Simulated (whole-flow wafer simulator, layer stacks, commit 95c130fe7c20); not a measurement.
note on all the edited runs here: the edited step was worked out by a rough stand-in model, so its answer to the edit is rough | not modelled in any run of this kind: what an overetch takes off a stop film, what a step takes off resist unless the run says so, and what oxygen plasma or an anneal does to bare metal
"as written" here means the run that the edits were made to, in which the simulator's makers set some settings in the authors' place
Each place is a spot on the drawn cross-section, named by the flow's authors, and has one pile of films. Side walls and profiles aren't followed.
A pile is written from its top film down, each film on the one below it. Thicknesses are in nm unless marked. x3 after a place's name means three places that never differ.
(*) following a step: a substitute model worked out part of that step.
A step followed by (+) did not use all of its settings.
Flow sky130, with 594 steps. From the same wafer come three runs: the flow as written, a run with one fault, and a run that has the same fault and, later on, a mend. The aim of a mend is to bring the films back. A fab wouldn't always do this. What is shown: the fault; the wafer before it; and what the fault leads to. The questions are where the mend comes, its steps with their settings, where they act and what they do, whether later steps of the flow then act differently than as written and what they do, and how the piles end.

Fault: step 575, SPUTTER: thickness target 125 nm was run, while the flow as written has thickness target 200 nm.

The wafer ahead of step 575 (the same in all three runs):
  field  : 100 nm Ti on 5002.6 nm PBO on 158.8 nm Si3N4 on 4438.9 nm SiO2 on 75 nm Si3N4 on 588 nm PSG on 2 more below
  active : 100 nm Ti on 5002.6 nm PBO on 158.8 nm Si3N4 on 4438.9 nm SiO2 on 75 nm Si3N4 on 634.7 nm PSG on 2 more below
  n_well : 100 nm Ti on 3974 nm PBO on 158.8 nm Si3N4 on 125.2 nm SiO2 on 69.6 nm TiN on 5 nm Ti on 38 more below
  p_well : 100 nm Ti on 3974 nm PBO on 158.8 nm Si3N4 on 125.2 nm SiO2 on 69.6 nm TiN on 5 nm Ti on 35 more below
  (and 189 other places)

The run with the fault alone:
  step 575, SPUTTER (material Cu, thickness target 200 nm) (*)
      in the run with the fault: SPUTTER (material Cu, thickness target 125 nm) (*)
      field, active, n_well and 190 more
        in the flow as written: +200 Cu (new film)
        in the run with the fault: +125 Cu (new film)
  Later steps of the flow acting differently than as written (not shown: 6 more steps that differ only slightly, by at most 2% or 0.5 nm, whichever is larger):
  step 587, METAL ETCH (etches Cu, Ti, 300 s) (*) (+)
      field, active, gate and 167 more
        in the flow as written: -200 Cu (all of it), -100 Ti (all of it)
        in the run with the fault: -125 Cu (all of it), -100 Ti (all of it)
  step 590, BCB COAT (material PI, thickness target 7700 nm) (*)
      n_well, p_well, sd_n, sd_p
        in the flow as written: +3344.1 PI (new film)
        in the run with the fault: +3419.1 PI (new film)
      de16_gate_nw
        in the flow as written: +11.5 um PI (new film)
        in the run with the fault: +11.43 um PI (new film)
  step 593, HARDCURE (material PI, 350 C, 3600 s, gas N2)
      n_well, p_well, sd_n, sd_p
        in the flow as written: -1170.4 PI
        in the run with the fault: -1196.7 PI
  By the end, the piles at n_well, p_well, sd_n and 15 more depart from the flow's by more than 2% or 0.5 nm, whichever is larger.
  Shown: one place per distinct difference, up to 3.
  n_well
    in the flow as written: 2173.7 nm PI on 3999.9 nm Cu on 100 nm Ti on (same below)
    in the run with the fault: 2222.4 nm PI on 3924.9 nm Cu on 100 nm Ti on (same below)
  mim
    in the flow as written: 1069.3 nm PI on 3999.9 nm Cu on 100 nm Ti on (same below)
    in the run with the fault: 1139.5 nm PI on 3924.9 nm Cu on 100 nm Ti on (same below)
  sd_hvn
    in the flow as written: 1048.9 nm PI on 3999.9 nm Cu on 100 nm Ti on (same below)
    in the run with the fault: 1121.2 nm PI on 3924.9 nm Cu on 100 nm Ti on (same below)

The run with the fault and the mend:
  The mend stands after step 575.
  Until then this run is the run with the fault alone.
  step 575a, SPUTTER (material Cu, thickness target 75 nm) (*) (the flow's step 575 again, with other settings)
      field, active, n_well and 190 more
        +75 Cu
  Every later step of the flow that is run acts as written at every place that is followed.
  The piles end the same as the flow's at every place that both follow.
